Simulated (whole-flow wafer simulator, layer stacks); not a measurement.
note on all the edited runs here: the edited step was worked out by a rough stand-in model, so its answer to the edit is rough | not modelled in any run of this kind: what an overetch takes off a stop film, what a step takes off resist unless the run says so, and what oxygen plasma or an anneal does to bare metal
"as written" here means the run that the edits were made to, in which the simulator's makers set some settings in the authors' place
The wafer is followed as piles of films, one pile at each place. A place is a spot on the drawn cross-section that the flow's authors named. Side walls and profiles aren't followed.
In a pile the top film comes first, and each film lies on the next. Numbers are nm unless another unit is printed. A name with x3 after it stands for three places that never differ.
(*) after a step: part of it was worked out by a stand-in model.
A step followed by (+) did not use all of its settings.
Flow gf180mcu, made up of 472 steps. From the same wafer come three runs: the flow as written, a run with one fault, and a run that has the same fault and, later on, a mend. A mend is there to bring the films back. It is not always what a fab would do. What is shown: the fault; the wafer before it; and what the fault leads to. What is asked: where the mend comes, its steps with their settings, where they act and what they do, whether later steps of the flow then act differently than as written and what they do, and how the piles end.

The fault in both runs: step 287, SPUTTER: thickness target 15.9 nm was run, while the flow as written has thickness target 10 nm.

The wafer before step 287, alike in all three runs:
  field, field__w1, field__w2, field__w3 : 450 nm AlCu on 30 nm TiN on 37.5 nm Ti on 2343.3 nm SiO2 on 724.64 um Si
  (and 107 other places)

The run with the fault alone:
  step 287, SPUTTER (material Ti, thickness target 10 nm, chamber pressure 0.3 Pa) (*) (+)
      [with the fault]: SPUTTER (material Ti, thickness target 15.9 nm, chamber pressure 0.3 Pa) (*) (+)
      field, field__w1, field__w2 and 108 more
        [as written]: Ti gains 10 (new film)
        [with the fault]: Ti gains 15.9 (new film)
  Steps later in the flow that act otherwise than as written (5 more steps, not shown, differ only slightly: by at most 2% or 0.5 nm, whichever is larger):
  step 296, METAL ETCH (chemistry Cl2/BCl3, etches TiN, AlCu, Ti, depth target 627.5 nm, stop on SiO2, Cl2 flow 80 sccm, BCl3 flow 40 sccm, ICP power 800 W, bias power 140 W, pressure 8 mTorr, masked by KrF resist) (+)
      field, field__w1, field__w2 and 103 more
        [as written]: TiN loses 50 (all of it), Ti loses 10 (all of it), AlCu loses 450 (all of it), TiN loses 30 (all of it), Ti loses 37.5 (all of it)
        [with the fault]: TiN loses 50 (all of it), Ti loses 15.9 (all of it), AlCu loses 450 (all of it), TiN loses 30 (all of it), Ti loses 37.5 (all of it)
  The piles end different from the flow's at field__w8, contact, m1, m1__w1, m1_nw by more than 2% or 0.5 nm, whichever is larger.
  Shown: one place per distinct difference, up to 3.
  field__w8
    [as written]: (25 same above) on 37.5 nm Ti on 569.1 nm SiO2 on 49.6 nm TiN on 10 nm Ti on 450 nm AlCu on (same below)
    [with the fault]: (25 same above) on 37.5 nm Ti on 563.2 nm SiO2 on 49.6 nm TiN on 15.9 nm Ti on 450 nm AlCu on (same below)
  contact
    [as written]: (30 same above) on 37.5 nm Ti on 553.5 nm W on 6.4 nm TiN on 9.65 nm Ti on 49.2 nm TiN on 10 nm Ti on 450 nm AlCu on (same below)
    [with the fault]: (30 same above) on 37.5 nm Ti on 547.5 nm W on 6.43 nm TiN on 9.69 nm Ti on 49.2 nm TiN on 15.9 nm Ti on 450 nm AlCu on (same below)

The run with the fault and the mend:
  The mend follows step 287.
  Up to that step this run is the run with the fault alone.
  step 287a, METAL ETCH (chemistry Cl2/BCl3, etches TiN, AlCu, Ti, depth target 5.9 nm, Cl2 flow 80 sccm, BCl3 flow 40 sccm, ICP power 800 W, bias power 140 W, pressure 8 mTorr) (the flow's step 260, run once more with other settings)
      field, field__w1, field__w2 and 108 more
        Ti loses 5.9
  None of the later steps of the flow acts differently than as written at any place that is followed.
  At every place that both follow, the piles at the end match the flow's.
